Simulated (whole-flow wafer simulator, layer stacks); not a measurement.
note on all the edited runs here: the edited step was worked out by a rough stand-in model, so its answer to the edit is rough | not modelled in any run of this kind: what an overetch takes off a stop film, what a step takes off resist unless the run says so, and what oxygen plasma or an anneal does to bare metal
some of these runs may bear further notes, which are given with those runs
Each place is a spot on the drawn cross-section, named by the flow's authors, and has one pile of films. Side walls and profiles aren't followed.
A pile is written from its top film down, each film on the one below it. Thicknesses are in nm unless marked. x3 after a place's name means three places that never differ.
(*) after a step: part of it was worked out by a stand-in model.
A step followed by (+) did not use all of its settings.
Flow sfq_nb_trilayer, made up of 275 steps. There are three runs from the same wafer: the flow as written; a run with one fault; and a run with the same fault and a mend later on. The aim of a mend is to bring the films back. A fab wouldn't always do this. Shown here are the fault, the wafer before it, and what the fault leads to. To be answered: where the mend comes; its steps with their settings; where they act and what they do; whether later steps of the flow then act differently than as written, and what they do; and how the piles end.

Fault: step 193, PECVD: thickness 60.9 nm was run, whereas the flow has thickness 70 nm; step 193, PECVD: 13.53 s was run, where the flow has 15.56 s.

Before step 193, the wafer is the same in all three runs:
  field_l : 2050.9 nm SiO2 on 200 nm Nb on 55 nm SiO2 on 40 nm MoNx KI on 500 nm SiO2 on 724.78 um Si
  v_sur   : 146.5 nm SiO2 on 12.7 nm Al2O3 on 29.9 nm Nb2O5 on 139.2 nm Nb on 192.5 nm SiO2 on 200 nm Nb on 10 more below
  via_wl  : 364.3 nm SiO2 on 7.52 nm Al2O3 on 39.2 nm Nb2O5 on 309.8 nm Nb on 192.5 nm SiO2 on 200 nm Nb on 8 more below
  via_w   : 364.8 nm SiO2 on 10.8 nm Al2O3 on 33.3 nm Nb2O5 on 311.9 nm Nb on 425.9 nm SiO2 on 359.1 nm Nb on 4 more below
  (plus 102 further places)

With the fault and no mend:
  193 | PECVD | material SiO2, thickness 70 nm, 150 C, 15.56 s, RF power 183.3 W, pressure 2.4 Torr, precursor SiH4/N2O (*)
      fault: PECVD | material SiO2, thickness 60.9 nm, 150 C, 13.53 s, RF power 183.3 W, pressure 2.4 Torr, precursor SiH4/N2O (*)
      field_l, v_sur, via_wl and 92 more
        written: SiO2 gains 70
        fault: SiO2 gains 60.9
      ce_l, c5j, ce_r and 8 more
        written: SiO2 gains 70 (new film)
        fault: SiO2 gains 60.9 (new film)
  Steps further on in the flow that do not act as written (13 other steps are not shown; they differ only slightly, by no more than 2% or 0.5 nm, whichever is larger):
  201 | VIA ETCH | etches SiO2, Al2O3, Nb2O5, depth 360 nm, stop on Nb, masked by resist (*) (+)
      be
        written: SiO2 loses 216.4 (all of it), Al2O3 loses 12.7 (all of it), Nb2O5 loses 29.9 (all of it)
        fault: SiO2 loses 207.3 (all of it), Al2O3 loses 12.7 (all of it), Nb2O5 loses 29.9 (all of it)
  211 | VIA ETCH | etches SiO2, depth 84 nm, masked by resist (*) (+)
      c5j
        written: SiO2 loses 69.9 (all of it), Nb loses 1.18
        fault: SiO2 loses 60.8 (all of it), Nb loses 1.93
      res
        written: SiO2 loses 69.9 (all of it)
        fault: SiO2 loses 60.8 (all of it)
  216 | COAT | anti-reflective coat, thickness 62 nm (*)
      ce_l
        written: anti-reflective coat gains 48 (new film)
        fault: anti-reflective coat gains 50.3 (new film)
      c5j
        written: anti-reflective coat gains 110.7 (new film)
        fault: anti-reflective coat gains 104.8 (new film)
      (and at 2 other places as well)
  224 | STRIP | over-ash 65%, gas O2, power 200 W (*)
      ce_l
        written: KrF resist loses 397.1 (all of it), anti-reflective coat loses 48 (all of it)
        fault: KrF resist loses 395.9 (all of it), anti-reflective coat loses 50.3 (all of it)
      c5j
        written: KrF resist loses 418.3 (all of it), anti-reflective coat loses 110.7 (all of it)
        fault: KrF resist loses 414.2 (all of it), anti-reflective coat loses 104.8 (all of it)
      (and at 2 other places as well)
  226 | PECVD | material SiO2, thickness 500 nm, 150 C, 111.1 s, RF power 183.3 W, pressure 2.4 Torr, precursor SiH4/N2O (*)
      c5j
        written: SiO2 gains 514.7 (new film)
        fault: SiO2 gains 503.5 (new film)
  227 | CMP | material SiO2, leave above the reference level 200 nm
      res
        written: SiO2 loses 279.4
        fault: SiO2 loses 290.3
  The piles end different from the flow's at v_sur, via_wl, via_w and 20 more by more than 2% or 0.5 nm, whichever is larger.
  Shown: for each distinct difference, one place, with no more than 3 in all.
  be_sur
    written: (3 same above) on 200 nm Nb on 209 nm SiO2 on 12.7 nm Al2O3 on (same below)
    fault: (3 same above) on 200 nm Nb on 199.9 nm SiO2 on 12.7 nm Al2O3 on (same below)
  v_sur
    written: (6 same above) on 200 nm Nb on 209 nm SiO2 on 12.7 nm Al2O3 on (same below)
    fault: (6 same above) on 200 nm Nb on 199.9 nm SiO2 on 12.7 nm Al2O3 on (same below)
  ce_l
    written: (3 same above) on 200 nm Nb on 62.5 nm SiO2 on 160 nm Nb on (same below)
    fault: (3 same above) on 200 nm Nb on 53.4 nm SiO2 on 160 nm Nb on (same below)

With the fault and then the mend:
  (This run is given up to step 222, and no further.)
  The mend follows step 193.
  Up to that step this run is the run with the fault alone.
  193a | PECVD | material SiO2, thickness 9.1 nm, 150 C, 2.022 s, RF power 183.3 W, pressure 2.4 Torr, precursor SiH4/N2O (a further turn of the flow's step 193, with different settings)
      field_l, v_sur, via_wl and 103 more
        SiO2 gains 9.1
  Every later step of the flow up to step 222 that is run acts as written, at every place that is followed, to within 2% or 0.5 nm, whichever is larger.
  Once step 222 is done, the piles differ only a little from the flow's at the places that both follow, at most by 2% or 0.5 nm, whichever is larger.
